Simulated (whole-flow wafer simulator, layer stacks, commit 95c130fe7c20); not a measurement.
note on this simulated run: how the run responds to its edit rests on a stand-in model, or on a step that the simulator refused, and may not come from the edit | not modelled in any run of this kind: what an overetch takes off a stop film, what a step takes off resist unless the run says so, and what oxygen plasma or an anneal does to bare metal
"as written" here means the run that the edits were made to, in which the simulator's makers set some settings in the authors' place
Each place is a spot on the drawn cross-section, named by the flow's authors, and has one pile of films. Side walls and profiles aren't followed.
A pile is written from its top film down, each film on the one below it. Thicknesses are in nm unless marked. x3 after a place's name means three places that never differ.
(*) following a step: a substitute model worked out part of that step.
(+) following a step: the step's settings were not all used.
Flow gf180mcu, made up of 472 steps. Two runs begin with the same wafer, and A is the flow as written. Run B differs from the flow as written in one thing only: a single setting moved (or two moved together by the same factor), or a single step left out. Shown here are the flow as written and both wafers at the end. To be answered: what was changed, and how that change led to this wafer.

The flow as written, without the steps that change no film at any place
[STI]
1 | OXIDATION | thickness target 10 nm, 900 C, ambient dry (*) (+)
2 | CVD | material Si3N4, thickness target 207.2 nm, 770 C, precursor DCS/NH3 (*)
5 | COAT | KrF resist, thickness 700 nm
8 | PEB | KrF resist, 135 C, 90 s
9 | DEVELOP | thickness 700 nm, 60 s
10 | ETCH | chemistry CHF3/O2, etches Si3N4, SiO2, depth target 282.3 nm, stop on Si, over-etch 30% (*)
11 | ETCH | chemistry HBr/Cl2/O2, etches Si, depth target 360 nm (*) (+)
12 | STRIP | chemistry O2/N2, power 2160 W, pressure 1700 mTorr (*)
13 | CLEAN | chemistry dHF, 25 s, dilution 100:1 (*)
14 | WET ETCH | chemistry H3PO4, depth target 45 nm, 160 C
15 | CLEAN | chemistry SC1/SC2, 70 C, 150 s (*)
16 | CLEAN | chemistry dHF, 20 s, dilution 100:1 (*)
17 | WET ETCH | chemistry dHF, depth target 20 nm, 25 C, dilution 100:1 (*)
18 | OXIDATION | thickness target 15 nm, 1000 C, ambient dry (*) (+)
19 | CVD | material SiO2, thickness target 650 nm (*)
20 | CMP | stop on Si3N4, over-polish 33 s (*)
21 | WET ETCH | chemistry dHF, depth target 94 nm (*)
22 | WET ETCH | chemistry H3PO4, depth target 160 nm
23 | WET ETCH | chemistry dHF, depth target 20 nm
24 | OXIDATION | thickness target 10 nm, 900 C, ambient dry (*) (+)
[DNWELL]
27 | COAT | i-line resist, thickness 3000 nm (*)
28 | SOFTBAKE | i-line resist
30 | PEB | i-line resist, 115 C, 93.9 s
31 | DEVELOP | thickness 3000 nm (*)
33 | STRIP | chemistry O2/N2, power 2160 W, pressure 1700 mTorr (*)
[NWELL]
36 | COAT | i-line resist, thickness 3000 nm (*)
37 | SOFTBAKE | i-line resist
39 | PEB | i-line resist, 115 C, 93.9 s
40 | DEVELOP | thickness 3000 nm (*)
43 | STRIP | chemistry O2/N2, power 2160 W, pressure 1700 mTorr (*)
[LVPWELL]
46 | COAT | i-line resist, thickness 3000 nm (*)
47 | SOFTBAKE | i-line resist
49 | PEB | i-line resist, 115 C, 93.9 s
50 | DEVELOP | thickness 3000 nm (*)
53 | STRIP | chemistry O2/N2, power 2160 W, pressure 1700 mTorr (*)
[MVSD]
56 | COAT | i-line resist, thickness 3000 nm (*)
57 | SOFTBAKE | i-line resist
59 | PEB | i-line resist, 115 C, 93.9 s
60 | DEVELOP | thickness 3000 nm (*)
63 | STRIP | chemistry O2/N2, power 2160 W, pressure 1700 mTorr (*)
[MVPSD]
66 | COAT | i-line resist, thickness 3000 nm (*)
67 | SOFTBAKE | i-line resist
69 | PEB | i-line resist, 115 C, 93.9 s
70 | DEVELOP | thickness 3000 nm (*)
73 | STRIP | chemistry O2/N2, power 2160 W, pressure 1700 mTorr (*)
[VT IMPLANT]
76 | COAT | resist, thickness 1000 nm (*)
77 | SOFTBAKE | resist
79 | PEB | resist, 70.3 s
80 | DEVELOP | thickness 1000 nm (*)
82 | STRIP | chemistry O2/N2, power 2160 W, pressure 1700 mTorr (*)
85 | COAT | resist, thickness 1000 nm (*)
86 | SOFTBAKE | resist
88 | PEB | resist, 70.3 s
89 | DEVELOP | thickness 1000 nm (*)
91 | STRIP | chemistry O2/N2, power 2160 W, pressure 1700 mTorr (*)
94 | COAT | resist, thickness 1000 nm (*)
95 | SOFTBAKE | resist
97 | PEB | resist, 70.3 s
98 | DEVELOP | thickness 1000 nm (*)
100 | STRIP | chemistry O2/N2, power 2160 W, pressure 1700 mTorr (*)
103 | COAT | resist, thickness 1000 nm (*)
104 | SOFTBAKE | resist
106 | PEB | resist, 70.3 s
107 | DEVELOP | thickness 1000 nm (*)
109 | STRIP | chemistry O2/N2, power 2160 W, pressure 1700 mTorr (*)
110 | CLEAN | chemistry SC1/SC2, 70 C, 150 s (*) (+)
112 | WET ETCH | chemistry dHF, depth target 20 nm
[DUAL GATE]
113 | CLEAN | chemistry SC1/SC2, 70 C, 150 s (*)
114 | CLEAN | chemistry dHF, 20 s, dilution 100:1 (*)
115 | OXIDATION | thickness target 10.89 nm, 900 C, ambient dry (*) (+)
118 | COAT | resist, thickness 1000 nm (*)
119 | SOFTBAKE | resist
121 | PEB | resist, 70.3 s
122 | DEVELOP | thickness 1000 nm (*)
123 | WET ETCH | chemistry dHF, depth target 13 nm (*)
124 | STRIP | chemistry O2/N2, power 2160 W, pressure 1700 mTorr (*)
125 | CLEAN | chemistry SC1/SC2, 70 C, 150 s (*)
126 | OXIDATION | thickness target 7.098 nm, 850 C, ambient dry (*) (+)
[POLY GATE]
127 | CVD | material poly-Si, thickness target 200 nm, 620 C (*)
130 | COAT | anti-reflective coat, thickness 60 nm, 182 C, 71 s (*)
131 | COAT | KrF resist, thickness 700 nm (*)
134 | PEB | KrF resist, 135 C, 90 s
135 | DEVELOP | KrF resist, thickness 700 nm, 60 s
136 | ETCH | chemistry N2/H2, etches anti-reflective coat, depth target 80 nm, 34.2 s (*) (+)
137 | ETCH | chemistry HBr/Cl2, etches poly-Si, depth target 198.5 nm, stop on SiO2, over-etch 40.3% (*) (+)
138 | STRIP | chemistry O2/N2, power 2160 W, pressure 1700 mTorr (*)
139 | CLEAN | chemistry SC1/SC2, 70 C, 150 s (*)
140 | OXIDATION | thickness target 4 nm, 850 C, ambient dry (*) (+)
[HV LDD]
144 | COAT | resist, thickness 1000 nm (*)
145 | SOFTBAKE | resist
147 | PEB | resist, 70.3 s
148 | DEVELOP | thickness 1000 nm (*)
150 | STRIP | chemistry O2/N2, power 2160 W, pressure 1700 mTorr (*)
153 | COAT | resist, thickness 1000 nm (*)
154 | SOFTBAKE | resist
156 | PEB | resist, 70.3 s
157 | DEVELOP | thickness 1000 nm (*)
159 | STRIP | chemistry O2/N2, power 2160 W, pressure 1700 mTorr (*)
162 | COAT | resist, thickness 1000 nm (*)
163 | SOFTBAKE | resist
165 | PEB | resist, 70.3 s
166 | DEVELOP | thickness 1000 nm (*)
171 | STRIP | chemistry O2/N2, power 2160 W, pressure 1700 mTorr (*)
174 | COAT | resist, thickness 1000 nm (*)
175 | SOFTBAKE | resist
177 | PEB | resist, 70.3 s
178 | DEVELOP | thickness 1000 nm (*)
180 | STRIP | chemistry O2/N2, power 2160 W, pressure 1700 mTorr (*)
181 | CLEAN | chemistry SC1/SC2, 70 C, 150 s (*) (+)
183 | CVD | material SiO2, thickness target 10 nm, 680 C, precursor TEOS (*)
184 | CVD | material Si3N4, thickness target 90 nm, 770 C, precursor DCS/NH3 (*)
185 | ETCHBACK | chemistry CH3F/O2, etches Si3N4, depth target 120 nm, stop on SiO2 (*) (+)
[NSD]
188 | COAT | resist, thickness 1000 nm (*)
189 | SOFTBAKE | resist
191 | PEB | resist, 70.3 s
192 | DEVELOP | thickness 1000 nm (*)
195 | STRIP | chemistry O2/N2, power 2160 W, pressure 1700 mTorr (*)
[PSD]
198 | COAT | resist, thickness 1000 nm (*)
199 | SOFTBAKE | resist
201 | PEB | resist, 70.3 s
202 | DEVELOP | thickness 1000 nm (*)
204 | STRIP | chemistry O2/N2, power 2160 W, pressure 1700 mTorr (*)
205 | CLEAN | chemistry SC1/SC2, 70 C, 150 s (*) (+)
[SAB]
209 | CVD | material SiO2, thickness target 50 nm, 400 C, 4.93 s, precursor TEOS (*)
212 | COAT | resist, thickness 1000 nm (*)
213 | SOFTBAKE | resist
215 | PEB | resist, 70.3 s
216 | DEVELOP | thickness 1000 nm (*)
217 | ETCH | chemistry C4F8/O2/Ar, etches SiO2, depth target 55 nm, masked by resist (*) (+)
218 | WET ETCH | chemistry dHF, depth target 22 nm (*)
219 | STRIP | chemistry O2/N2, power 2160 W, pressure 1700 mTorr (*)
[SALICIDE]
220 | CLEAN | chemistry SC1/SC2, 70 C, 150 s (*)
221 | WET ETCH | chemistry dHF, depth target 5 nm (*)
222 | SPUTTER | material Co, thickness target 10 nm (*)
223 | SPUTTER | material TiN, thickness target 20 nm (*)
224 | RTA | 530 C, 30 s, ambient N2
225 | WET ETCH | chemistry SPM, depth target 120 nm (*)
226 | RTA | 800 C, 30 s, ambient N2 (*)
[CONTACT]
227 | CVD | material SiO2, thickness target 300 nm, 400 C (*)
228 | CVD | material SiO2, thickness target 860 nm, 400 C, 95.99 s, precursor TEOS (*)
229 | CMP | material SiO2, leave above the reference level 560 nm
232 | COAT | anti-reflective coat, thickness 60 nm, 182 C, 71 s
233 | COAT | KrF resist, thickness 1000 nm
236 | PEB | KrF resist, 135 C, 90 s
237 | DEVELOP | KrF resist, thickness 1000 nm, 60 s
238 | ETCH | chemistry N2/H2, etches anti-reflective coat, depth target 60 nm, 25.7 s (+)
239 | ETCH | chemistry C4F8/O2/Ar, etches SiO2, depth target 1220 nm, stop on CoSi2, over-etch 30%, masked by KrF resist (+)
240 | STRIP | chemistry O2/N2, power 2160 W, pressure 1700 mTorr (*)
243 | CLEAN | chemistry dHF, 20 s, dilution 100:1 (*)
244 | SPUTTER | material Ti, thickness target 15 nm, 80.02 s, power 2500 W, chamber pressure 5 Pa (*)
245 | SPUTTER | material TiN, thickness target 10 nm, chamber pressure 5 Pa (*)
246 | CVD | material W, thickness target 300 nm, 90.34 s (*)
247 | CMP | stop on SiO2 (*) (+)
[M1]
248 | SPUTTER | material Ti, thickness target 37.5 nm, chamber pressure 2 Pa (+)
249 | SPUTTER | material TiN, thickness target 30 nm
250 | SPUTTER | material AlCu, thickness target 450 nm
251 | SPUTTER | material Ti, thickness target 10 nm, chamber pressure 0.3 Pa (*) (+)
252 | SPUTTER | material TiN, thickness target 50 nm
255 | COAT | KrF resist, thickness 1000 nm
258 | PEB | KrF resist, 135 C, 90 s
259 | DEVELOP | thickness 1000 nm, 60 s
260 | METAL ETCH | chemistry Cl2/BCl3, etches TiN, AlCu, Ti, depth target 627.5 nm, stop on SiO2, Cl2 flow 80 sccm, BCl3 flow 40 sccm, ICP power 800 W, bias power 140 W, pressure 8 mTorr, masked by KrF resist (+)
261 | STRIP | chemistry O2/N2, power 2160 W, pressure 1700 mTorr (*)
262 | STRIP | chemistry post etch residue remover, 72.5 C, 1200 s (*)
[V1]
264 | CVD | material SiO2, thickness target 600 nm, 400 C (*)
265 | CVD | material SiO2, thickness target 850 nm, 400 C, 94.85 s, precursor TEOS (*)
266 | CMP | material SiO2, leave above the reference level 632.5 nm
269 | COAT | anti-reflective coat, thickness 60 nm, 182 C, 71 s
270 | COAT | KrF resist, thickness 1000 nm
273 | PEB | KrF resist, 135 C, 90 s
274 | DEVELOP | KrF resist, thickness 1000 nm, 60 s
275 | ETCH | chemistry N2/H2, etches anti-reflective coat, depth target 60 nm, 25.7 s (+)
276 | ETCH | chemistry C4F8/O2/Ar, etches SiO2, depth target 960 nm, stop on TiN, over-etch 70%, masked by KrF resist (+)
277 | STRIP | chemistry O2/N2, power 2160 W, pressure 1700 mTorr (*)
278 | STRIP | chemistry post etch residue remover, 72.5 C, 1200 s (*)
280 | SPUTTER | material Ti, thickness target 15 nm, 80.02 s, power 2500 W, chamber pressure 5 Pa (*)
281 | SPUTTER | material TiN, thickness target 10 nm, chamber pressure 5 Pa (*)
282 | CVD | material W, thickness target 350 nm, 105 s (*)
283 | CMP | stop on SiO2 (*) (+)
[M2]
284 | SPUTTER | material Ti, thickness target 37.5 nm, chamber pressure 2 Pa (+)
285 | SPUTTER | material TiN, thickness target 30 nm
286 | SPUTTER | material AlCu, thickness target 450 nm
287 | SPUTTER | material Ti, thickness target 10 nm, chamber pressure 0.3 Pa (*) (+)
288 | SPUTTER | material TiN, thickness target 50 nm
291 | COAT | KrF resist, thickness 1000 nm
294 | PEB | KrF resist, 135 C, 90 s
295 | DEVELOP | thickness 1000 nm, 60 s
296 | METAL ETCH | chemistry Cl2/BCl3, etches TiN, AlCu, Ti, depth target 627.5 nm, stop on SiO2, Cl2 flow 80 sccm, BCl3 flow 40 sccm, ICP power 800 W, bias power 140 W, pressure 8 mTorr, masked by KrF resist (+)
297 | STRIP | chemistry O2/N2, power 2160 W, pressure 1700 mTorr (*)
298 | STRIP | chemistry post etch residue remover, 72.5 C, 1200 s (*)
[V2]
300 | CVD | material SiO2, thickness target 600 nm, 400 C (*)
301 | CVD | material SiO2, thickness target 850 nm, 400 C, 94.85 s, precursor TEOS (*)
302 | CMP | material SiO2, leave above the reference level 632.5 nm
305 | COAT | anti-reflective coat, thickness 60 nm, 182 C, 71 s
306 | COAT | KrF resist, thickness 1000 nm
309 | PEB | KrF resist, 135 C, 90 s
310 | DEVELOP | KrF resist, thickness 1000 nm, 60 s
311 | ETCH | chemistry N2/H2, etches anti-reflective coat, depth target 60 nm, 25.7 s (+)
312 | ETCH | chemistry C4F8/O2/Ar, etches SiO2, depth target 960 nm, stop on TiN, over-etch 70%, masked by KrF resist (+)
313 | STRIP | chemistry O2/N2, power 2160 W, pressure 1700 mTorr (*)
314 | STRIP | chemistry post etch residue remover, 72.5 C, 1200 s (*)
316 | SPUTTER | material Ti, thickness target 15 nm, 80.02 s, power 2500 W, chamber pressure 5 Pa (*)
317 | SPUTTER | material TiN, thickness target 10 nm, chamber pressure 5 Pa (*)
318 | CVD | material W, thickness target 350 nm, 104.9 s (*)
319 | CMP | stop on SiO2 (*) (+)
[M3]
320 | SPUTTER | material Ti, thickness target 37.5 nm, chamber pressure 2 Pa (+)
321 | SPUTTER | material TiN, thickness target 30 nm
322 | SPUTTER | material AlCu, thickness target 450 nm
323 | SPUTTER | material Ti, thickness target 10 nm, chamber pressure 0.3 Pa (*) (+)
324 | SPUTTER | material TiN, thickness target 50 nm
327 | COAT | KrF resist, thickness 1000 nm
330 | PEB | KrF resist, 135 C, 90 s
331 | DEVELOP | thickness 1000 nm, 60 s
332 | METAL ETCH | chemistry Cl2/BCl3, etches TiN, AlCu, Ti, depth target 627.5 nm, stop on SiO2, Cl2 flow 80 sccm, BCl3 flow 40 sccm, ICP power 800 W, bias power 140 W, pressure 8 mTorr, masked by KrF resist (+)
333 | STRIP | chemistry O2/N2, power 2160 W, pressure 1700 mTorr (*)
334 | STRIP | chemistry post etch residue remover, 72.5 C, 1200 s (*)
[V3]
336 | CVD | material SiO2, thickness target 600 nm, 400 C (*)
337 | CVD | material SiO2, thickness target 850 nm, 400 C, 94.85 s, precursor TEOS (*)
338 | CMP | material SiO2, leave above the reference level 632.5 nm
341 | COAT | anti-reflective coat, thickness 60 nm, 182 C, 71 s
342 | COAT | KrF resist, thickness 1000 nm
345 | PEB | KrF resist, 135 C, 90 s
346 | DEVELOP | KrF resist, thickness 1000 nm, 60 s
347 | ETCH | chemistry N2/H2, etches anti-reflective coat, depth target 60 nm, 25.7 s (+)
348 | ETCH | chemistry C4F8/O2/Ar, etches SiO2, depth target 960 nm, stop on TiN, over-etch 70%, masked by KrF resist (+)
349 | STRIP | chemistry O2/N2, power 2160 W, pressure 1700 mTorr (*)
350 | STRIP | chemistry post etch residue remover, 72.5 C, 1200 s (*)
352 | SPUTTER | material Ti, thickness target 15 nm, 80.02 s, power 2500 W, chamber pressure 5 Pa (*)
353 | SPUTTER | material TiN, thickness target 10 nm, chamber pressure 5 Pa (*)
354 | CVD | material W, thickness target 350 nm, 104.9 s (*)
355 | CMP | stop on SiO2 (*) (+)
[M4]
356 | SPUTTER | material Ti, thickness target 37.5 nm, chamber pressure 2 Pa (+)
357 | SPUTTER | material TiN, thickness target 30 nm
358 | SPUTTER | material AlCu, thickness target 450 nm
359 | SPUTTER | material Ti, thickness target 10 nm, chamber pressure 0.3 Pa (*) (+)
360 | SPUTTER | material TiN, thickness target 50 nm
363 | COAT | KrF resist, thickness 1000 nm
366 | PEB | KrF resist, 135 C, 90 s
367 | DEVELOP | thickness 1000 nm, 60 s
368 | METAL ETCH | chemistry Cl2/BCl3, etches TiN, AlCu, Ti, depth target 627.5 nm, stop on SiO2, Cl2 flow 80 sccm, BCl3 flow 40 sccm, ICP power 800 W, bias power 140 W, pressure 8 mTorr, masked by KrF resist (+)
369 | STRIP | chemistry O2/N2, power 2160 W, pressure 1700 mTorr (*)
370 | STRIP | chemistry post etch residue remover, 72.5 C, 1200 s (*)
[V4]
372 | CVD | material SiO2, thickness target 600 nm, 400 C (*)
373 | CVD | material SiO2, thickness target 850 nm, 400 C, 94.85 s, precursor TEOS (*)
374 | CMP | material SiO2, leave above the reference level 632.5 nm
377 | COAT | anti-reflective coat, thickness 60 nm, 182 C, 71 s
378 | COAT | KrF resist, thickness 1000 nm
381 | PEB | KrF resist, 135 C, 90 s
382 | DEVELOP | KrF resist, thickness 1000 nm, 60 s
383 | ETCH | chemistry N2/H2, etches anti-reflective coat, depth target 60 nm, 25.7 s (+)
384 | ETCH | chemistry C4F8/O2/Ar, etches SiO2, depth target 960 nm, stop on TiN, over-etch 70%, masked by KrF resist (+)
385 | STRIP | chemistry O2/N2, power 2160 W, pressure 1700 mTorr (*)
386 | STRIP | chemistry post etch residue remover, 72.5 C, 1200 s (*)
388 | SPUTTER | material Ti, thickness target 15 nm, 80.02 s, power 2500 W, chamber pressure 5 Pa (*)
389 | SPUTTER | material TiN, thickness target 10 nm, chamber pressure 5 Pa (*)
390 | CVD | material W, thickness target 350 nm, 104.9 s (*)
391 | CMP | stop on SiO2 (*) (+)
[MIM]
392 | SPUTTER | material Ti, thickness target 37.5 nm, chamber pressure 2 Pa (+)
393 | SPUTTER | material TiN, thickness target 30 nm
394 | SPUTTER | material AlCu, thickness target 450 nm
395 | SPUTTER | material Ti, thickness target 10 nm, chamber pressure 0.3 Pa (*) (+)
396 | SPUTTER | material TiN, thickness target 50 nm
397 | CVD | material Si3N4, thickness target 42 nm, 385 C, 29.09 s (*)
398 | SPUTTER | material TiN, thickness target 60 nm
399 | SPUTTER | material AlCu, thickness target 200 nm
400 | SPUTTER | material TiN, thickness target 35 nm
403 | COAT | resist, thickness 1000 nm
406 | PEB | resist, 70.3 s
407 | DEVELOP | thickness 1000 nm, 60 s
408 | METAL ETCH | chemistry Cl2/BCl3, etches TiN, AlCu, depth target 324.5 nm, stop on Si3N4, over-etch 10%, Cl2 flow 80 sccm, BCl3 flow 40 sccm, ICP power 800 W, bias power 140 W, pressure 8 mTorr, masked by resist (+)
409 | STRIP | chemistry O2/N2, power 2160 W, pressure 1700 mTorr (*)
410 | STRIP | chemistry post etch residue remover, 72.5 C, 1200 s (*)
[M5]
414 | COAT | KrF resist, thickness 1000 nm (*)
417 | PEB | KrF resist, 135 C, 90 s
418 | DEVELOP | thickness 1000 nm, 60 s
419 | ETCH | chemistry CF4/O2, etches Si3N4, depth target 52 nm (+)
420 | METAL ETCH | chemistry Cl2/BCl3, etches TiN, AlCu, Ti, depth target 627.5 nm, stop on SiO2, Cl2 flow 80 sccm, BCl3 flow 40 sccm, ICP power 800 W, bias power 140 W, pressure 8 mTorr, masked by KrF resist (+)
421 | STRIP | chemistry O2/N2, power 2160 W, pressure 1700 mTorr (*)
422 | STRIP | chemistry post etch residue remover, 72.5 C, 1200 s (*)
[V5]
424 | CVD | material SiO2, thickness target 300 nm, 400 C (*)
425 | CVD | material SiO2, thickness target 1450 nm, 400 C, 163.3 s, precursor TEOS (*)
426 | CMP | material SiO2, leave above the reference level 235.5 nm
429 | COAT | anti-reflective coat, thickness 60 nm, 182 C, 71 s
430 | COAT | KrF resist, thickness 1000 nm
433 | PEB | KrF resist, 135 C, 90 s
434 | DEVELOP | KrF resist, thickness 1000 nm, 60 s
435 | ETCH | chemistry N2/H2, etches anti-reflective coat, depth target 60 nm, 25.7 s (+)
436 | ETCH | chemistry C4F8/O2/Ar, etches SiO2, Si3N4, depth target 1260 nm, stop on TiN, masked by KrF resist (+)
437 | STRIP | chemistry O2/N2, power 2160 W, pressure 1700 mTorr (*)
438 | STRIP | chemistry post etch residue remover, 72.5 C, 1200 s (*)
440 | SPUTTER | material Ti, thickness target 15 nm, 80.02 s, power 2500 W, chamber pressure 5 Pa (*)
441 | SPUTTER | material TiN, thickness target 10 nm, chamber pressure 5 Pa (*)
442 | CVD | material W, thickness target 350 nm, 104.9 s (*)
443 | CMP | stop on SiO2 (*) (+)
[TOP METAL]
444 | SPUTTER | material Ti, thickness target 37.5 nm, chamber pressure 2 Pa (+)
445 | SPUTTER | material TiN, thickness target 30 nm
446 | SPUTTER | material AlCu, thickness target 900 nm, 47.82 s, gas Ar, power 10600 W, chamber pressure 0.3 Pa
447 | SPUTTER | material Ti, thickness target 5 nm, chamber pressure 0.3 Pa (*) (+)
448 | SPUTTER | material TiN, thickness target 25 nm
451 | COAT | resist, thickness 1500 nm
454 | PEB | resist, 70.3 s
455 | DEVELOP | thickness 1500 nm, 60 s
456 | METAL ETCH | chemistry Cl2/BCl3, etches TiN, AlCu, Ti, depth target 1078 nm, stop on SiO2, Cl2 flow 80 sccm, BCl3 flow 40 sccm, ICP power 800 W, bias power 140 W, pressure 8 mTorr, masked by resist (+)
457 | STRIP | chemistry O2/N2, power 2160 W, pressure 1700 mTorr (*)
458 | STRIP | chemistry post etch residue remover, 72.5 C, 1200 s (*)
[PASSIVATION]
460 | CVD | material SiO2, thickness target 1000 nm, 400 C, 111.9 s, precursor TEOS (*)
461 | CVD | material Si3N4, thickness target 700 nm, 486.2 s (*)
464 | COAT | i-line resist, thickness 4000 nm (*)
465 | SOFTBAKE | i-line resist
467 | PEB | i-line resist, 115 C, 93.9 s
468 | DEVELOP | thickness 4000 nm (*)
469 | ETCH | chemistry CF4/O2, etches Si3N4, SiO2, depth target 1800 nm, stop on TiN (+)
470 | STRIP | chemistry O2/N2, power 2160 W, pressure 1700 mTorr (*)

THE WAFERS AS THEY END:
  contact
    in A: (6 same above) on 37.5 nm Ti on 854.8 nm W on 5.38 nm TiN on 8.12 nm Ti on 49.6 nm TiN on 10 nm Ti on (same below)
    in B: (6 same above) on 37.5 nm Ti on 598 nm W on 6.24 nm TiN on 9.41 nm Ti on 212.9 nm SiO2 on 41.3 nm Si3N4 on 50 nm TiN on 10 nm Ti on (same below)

Cause: step 436, ETCH: depth target 617 nm was run, while the flow as written has depth target 1260 nm.

Step by step, how the change led to this:
  436 | ETCH | chemistry C4F8/O2/Ar, etches SiO2, Si3N4, depth target 1260 nm, stop on TiN, masked by KrF resist (+)
      contact: A SiO2 loses 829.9 (all of it), Si3N4 loses 41.3 (all of it) | B SiO2 loses 617
      field, field__w1, field__w2 and 108 more: A KrF resist loses 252 | B KrF resist loses 123.4
  437 | STRIP | chemistry O2/N2, power 2160 W, pressure 1700 mTorr (*)
      field, field__w1, field__w2 and 108 more: A KrF resist loses 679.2 (all of it), anti-reflective coat loses 60 (all of it) | B KrF resist loses 807.8 (all of it), anti-reflective coat loses 60 (all of it)
  440 | SPUTTER | material Ti, thickness target 15 nm, 80.02 s, power 2500 W, chamber pressure 5 Pa (*)
      contact: A Ti gains 8.12 (new film) | B Ti gains 9.41 (new film)
  441 | SPUTTER | material TiN, thickness target 10 nm, chamber pressure 5 Pa (*)
      contact: A TiN gains 5.38 (new film) | B TiN gains 6.24 (new film)
  442 | CVD | material W, thickness target 350 nm, 104.9 s (*)
      contact: A W gains 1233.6 (new film) | B W gains 976.8 (new film)
If metal films that touch count as one body, contact has 2 bodies (between them, from the top down: SiO2 212.9 / Si3N4 41.3); the flow as written gives 1 body.
